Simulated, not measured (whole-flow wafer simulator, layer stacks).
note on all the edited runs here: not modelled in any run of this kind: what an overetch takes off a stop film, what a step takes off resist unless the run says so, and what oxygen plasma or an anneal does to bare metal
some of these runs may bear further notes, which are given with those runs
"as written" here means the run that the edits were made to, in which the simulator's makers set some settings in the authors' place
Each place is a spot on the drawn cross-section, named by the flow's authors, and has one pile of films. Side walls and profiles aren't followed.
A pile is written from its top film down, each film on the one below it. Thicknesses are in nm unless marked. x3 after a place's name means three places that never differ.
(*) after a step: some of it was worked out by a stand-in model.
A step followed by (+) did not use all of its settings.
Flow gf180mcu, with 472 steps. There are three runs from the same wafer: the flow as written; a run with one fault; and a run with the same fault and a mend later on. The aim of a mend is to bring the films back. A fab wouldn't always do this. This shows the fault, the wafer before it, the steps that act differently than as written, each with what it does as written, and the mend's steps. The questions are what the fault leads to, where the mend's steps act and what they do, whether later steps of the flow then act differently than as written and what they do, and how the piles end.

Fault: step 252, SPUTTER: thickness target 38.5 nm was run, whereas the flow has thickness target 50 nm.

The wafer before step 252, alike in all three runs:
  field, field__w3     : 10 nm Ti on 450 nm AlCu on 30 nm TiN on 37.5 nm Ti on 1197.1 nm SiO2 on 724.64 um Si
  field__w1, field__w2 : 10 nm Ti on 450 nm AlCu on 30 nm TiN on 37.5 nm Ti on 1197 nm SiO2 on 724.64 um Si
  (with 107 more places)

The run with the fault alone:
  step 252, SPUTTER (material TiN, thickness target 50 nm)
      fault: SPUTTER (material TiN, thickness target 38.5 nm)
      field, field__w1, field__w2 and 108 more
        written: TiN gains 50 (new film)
        fault: TiN gains 38.5 (new film)
  Steps later in the flow that act otherwise than as written (5 more steps, not shown, differ only slightly: by at most 2% or 0.5 nm, whichever is larger):
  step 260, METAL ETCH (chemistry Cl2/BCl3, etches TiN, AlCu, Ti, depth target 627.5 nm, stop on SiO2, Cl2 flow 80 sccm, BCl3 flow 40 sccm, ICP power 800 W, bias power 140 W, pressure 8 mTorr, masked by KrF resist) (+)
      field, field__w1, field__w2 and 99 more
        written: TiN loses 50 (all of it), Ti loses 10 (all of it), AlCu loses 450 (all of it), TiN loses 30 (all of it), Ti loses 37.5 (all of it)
        fault: TiN loses 38.5 (all of it), Ti loses 10 (all of it), AlCu loses 450 (all of it), TiN loses 30 (all of it), Ti loses 37.5 (all of it)
  At field__w8, contact, m1 and 6 more, the piles at the end differ from the flow's by more than 2% or 0.5 nm, whichever is larger.
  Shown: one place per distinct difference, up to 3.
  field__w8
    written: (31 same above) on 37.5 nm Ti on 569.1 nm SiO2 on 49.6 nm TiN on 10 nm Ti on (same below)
    fault: (31 same above) on 37.5 nm Ti on 580.6 nm SiO2 on 38.1 nm TiN on 10 nm Ti on (same below)
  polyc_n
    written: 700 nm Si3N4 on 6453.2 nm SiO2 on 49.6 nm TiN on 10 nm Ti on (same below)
    fault: 700 nm Si3N4 on 6464.7 nm SiO2 on 38.1 nm TiN on 10 nm Ti on (same below)
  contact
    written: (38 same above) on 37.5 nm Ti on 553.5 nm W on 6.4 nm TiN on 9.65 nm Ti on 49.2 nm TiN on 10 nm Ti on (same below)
    fault: (38 same above) on 37.5 nm Ti on 565.1 nm W on 6.36 nm TiN on 9.59 nm Ti on 37.7 nm TiN on 10 nm Ti on (same below)

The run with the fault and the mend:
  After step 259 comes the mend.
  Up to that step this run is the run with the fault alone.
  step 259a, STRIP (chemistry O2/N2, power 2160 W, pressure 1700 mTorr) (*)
      field__w8, contact, m1 and 6 more
        KrF resist loses 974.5 (all of it)
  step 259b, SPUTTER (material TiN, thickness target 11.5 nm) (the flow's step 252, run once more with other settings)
      field, field__w1, field__w2 and 108 more
        TiN gains 11.5
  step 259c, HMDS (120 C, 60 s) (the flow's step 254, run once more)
      alters no film at any place that is followed
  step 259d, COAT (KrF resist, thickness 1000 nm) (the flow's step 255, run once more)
      field, field__w1, field__w2 and 108 more
        KrF resist gains 1000 (new film)
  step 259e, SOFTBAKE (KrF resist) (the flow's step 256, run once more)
      alters no film at any place that is followed
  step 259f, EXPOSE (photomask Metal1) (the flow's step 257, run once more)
      alters no film at any place that is followed
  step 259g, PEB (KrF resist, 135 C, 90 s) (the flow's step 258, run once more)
      field, field__w1, field__w2 and 108 more
        KrF resist loses 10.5
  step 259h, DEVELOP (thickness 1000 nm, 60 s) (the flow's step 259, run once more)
      field, field__w1, field__w2 and 99 more
        KrF resist loses 989.5 (all of it)
      field__w8, contact, m1 and 6 more
        KrF resist loses 14.9
  Every later step of the flow that is run acts as written at every place that is followed.
  At every place that both follow, the piles at the end match the flow's.
